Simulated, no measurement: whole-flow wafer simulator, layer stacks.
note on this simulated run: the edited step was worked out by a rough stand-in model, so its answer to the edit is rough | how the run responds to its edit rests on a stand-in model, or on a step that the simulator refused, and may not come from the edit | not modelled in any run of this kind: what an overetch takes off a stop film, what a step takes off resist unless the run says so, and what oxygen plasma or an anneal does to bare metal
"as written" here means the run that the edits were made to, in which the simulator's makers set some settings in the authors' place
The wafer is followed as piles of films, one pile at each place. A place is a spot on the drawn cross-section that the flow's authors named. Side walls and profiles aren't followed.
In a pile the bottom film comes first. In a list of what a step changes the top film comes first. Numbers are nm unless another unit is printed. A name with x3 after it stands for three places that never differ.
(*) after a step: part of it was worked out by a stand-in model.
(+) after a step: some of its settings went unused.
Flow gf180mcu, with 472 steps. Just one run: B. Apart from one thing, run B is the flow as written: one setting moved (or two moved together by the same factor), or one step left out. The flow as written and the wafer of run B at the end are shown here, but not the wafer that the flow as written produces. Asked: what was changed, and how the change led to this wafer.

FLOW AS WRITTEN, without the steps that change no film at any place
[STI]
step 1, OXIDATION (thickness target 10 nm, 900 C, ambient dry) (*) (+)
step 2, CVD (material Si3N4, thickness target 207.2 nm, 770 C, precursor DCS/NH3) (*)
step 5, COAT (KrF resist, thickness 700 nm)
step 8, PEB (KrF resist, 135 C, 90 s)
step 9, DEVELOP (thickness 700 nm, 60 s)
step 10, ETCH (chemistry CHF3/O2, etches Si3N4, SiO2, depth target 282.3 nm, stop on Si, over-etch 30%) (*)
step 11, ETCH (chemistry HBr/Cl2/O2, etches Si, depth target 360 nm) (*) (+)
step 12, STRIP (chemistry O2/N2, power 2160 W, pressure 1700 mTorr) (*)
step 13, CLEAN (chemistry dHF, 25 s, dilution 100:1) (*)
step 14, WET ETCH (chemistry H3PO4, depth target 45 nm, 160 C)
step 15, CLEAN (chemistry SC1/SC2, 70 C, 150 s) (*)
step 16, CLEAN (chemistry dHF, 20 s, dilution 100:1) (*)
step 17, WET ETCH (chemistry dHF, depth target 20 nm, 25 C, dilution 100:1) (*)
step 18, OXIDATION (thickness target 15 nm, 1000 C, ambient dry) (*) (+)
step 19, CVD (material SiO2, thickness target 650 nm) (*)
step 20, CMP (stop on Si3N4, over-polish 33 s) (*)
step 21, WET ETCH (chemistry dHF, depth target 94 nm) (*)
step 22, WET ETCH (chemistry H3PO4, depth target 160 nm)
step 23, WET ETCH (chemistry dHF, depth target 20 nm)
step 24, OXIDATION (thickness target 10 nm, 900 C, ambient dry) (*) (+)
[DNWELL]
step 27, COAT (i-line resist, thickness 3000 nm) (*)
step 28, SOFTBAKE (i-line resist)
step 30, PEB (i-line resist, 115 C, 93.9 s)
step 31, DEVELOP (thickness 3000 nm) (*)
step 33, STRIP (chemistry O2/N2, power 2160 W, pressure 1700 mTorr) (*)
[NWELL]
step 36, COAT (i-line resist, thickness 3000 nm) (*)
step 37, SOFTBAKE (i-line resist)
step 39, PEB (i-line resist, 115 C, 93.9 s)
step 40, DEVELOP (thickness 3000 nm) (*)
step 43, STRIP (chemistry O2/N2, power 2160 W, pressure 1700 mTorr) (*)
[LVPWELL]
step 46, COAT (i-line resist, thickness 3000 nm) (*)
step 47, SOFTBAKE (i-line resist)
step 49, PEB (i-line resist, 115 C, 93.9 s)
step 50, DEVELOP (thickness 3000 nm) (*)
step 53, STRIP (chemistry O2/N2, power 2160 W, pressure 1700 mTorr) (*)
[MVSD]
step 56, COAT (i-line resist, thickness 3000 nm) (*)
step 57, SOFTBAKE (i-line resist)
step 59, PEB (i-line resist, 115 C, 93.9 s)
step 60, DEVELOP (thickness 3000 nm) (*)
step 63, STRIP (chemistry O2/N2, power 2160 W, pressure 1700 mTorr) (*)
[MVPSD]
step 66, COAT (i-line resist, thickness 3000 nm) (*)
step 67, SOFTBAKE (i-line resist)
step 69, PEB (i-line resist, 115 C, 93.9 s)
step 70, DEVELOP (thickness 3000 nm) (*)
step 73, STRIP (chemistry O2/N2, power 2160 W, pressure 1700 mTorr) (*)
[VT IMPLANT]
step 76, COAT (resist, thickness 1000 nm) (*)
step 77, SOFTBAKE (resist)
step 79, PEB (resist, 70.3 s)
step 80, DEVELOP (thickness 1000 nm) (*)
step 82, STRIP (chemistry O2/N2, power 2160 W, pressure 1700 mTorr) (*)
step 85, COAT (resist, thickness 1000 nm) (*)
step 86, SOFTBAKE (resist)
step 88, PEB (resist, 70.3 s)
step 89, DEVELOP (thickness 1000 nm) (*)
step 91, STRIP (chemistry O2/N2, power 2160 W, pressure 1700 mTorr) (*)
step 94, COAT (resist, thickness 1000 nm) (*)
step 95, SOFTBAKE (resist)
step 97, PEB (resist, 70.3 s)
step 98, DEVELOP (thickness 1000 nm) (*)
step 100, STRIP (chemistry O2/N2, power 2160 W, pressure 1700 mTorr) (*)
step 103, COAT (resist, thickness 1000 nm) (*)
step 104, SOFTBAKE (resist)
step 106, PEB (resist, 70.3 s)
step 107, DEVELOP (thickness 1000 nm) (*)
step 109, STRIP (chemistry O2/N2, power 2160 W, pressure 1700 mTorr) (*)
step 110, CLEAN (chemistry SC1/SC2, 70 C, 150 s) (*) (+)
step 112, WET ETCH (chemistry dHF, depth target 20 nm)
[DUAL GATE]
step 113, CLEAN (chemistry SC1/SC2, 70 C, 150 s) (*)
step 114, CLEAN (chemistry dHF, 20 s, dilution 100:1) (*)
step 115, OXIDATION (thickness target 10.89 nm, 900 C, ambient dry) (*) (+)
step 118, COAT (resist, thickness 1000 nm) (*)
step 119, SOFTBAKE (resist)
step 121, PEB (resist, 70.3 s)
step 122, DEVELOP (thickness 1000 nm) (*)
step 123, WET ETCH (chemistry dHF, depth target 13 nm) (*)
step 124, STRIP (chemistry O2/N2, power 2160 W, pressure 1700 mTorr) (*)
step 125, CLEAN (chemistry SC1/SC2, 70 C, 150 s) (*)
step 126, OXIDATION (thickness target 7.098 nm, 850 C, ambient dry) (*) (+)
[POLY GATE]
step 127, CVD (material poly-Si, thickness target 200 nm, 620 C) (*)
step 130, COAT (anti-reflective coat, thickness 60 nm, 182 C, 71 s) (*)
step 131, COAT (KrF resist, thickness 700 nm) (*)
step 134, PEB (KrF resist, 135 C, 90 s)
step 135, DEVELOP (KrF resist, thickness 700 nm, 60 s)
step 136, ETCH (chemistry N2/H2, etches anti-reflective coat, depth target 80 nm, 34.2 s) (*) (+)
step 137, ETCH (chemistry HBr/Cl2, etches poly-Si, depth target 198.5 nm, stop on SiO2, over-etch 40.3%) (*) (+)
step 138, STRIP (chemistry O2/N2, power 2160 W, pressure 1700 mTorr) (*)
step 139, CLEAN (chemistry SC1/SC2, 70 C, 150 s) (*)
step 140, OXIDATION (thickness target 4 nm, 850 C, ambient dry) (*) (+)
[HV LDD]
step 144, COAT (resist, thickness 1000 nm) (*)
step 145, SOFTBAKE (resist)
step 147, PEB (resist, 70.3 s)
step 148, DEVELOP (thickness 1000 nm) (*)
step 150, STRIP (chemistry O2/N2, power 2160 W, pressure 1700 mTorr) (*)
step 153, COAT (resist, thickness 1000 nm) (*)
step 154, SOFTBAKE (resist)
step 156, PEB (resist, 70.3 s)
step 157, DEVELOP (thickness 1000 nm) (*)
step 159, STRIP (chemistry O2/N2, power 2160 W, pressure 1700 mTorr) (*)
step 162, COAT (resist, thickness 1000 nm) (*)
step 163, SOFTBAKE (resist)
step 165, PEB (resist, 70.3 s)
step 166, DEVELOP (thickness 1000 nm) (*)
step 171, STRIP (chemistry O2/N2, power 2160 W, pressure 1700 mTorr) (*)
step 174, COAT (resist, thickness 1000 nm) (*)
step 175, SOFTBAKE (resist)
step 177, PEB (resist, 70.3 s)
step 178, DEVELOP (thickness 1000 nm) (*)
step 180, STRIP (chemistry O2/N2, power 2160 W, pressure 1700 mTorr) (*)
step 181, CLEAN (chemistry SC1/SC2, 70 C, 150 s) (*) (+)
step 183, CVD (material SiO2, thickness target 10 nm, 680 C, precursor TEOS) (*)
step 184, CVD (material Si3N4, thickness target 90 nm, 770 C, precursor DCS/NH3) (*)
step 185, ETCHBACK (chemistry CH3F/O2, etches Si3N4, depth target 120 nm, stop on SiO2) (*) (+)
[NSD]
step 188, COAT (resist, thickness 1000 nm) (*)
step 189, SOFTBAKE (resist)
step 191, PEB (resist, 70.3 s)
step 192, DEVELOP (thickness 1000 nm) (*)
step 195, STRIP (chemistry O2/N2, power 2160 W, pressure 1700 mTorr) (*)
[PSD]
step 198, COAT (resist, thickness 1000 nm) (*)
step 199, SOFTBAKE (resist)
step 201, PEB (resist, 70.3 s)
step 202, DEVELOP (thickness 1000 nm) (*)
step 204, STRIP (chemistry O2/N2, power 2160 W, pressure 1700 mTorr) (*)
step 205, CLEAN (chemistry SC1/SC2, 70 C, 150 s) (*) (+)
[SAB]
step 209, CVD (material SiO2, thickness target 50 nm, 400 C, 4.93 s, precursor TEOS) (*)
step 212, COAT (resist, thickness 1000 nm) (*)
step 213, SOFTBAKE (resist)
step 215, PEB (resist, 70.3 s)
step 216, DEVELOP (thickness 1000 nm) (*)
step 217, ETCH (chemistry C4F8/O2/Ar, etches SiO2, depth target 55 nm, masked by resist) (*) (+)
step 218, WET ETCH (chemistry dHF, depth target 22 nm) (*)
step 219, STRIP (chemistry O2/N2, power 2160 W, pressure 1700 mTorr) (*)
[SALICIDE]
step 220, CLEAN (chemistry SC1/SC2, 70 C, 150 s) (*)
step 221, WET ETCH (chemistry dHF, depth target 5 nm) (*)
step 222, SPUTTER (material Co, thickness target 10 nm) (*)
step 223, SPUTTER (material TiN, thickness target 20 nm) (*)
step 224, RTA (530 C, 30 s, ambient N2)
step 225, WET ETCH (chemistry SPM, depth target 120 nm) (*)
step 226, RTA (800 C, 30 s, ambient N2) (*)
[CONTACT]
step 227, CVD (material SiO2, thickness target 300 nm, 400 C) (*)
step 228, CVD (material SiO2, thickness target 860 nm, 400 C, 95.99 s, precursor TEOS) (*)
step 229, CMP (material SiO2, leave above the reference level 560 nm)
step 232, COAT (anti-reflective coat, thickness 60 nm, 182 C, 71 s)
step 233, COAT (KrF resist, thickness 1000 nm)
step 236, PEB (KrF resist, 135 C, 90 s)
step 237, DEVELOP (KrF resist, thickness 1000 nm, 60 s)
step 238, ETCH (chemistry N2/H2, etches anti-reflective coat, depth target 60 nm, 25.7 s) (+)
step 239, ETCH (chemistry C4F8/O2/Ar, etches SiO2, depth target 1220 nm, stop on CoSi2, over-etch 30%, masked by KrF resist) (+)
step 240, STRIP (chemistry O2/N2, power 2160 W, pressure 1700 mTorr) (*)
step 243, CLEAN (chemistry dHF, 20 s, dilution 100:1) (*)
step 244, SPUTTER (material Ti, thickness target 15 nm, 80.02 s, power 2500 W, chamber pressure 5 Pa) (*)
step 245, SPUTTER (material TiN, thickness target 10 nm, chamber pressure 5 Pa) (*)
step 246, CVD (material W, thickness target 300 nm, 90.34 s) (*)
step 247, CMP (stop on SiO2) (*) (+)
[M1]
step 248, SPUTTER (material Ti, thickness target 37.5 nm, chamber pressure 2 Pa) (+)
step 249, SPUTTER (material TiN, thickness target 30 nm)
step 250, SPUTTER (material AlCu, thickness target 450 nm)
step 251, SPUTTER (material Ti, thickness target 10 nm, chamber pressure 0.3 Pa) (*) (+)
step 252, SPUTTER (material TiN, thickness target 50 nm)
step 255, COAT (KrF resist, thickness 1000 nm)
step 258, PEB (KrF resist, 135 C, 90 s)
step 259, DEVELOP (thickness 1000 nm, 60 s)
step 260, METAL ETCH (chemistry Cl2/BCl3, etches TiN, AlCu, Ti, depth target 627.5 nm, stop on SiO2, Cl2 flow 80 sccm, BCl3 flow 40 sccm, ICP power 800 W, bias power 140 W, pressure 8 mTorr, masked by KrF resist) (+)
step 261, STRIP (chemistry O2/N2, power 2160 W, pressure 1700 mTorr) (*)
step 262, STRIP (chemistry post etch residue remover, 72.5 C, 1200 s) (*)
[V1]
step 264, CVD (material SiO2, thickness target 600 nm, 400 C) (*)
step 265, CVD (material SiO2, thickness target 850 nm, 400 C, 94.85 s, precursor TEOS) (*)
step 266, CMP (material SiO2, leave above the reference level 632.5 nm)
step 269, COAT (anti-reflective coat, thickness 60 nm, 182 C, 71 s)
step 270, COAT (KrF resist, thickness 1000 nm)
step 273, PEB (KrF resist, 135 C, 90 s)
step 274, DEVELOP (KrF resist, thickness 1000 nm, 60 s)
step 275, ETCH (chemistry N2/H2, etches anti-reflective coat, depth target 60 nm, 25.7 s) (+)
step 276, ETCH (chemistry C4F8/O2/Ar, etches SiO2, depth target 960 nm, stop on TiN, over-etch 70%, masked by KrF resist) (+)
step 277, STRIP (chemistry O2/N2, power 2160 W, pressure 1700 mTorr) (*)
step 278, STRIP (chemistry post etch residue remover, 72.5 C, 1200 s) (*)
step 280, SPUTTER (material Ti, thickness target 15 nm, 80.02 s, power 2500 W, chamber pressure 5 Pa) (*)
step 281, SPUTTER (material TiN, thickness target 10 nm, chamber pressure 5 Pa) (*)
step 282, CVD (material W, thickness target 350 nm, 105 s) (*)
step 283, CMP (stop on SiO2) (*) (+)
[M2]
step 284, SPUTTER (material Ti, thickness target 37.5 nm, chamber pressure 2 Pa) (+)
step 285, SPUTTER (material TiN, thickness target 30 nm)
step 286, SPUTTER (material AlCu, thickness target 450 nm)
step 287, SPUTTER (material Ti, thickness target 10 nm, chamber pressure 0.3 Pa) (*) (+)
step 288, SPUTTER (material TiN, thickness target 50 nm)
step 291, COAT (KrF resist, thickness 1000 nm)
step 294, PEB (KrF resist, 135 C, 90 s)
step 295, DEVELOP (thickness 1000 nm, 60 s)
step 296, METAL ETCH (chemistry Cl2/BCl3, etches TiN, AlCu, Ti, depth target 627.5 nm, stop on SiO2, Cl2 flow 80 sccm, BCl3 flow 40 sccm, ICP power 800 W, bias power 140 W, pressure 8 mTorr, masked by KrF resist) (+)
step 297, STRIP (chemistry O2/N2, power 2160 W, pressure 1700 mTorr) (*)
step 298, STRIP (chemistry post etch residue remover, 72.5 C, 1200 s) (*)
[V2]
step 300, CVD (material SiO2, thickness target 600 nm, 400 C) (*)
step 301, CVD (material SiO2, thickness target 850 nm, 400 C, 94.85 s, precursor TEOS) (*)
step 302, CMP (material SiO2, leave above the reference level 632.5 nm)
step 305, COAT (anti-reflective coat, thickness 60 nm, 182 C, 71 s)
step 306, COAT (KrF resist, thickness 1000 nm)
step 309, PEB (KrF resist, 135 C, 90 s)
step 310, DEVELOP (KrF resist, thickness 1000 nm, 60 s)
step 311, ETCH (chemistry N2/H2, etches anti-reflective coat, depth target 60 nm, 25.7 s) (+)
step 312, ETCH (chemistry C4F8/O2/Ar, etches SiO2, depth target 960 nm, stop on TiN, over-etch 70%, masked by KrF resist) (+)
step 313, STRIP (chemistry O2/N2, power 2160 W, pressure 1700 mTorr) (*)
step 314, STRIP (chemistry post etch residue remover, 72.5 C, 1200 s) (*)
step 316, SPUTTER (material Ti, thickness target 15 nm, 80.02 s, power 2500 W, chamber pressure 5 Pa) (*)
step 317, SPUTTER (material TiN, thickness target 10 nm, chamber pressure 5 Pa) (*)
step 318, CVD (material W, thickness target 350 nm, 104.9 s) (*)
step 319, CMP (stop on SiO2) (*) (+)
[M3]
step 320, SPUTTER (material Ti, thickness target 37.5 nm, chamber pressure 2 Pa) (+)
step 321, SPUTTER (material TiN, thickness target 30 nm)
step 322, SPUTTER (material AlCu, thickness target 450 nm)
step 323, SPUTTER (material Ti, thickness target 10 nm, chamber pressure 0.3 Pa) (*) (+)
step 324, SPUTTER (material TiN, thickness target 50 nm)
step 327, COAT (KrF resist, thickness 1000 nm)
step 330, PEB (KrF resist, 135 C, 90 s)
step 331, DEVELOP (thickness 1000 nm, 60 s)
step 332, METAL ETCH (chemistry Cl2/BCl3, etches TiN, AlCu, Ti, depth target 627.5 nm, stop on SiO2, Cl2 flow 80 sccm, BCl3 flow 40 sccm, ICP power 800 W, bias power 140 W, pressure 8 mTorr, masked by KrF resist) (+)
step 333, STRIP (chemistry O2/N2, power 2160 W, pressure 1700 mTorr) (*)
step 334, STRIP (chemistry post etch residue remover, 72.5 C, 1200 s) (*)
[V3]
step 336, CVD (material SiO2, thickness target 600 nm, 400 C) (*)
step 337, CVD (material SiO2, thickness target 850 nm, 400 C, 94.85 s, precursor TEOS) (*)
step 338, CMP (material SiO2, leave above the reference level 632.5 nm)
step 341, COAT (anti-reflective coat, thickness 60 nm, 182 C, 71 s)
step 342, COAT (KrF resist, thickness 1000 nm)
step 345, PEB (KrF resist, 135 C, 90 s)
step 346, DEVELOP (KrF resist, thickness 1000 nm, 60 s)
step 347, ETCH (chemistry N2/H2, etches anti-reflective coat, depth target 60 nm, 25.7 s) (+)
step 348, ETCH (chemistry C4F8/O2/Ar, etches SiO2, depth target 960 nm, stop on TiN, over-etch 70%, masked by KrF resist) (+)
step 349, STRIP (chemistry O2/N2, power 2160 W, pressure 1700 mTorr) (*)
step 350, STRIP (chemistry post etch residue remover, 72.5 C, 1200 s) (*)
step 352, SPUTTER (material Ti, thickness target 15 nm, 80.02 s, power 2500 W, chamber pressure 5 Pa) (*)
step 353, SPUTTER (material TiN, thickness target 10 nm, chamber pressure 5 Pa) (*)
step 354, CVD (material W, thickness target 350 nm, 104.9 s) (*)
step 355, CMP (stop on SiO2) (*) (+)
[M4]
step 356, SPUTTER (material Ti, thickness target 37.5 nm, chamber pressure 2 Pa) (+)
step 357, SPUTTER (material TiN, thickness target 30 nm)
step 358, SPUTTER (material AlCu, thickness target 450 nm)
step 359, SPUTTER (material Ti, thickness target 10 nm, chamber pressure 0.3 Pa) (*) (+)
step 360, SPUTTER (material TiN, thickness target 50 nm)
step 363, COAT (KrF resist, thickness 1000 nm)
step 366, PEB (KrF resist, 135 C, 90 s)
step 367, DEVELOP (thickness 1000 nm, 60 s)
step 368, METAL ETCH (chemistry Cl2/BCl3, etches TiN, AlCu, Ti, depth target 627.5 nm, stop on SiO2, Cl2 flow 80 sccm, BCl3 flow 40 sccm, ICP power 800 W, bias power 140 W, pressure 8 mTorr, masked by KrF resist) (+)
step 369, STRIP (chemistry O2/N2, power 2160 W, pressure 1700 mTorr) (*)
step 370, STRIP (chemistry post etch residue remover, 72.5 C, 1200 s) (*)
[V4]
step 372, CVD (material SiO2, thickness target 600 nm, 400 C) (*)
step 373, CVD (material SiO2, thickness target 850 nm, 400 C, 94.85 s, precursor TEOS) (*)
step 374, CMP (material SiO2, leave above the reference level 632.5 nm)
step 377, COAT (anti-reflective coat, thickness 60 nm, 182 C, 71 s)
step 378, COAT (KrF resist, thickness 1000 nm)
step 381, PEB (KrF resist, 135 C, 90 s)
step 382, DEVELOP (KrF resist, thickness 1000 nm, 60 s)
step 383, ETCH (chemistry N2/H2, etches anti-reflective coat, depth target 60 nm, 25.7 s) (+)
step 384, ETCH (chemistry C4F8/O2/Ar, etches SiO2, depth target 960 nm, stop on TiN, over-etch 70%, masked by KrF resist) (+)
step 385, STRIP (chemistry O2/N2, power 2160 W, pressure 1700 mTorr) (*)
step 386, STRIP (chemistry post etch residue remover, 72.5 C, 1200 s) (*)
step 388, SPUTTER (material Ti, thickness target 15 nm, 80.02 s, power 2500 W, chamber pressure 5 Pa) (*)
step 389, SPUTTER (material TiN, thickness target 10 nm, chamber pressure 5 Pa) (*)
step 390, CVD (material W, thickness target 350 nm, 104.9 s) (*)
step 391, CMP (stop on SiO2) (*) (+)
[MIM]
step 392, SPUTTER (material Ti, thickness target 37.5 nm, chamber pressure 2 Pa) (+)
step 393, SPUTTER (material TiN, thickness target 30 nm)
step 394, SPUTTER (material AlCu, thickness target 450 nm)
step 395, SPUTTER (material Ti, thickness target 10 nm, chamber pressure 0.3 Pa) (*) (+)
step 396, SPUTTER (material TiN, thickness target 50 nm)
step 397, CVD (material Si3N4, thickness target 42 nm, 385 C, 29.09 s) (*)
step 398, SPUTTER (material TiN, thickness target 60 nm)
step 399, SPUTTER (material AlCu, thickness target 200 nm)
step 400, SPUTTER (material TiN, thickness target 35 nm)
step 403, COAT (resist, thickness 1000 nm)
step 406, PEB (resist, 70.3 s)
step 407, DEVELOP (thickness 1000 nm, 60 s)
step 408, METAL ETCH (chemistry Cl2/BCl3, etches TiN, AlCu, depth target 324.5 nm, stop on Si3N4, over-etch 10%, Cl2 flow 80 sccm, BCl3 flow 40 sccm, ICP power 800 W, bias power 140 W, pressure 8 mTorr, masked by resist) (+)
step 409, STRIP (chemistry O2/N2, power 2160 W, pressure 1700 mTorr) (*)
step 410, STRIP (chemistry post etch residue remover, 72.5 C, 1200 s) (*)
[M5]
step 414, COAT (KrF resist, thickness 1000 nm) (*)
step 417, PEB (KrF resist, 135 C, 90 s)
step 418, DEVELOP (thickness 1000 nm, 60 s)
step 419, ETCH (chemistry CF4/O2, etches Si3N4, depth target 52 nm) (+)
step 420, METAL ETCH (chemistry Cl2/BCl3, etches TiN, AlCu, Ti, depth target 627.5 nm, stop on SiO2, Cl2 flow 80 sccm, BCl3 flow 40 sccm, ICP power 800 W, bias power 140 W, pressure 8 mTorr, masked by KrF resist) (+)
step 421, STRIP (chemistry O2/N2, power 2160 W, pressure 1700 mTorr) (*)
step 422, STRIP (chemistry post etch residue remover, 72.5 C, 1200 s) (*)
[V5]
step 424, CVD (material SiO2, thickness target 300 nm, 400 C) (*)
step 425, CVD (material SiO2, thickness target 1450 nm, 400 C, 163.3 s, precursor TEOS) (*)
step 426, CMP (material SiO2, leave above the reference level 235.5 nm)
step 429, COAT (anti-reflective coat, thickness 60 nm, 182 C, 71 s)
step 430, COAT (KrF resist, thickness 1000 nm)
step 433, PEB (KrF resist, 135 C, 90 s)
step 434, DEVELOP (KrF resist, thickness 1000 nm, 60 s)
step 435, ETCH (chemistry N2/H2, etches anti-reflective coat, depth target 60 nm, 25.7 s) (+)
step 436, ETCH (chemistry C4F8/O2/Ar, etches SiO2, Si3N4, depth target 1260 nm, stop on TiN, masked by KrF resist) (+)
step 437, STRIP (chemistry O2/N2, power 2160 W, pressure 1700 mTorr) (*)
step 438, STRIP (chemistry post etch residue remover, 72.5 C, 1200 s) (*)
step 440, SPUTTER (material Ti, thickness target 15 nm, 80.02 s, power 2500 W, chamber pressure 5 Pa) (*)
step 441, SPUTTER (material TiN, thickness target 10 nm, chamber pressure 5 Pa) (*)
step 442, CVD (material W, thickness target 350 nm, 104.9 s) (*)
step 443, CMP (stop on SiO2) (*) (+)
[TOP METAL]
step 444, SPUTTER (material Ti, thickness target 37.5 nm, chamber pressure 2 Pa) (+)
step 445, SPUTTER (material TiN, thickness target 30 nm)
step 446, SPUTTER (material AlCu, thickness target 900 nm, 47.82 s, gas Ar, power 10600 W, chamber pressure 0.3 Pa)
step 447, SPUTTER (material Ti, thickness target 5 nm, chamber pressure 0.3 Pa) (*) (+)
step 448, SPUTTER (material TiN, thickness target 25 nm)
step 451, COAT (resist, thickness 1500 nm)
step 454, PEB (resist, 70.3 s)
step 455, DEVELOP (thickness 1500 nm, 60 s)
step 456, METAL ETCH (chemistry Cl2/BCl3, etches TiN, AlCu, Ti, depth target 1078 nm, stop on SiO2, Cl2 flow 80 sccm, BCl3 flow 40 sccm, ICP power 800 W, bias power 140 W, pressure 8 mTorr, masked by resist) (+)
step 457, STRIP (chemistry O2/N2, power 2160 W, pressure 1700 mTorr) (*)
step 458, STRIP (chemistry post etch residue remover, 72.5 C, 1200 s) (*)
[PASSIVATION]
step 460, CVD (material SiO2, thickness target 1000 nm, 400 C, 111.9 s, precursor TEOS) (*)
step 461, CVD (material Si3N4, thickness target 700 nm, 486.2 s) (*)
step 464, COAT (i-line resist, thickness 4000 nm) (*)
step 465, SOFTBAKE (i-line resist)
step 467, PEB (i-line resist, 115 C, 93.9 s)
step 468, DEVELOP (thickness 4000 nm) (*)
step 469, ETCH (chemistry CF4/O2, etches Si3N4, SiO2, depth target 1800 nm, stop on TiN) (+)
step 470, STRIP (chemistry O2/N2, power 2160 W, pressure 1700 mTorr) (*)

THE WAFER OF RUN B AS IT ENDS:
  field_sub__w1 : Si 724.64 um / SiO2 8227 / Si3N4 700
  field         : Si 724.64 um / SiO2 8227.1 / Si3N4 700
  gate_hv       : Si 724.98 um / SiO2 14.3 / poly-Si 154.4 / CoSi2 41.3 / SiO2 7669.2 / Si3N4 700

The reason: step 222, SPUTTER: thickness target 11.8 nm was run, while the flow as written has thickness target 10 nm.

How this came from the change, step by step:
  step 222, SPUTTER (material Co, thickness target 10 nm) (*)
      field, field__w7, field__w8 and 72 more: +11.8 Co (new film) (in the flow as written it would be: +10 Co (new film))
      field__w6, field_sub, field_sub__w2: +11.7 Co (new film) (in the flow as written it would be: +9.95 Co (new film))
      (also at 33 further places)
  step 223, SPUTTER (material TiN, thickness target 20 nm) (*)
      field__w12: +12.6 TiN (new film) (in the flow as written it would be: +12 TiN (new film))
  step 224, RTA (530 C, 30 s, ambient N2)
      gate, gate_hv, gate_p and 22 more: under 1 film: +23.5 CoSi (new film), -11.8 Co (all of it), -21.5 poly-Si (in the flow as written it would be: under 1 film: +19.9 CoSi (new film), -10 Co (all of it), -18.2 poly-Si)
      active, p_well, sd_n and 11 more: under 1 film: +23.5 CoSi (new film), -11.8 Co (all of it), -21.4 Si (in the flow as written it would be: under 1 film: +19.9 CoSi (new film), -10 Co (all of it), -18.1 Si)
      (also at 10 further places)
  step 225, WET ETCH (chemistry SPM, depth target 120 nm) (*)
      field, field__w7, field__w8 and 32 more: -20 TiN (all of it), -11.8 Co (all of it) (in the flow as written it would be: -20 TiN (all of it), -10 Co (all of it))
      field__w9, nw_enc_fld_lv__w3: -19.1 TiN (all of it), -11.3 Co (all of it) (in the flow as written it would be: -19.1 TiN (all of it), -9.6 Co (all of it))
      (also at 25 further places)
  step 226, RTA (800 C, 30 s, ambient N2) (*)
      gate, gate_hv, gate_p and 22 more: +41.3 CoSi2 (new film), -23.5 CoSi (all of it), -21.5 poly-Si (in the flow as written it would be: +35 CoSi2 (new film), -19.9 CoSi (all of it), -18.2 poly-Si)
      active, p_well, sd_n and 11 more: +41.3 CoSi2 (new film), -23.5 CoSi (all of it), -21.4 Si (in the flow as written it would be: +35 CoSi2 (new film), -19.9 CoSi (all of it), -18.1 Si)
      (also at 10 further places)
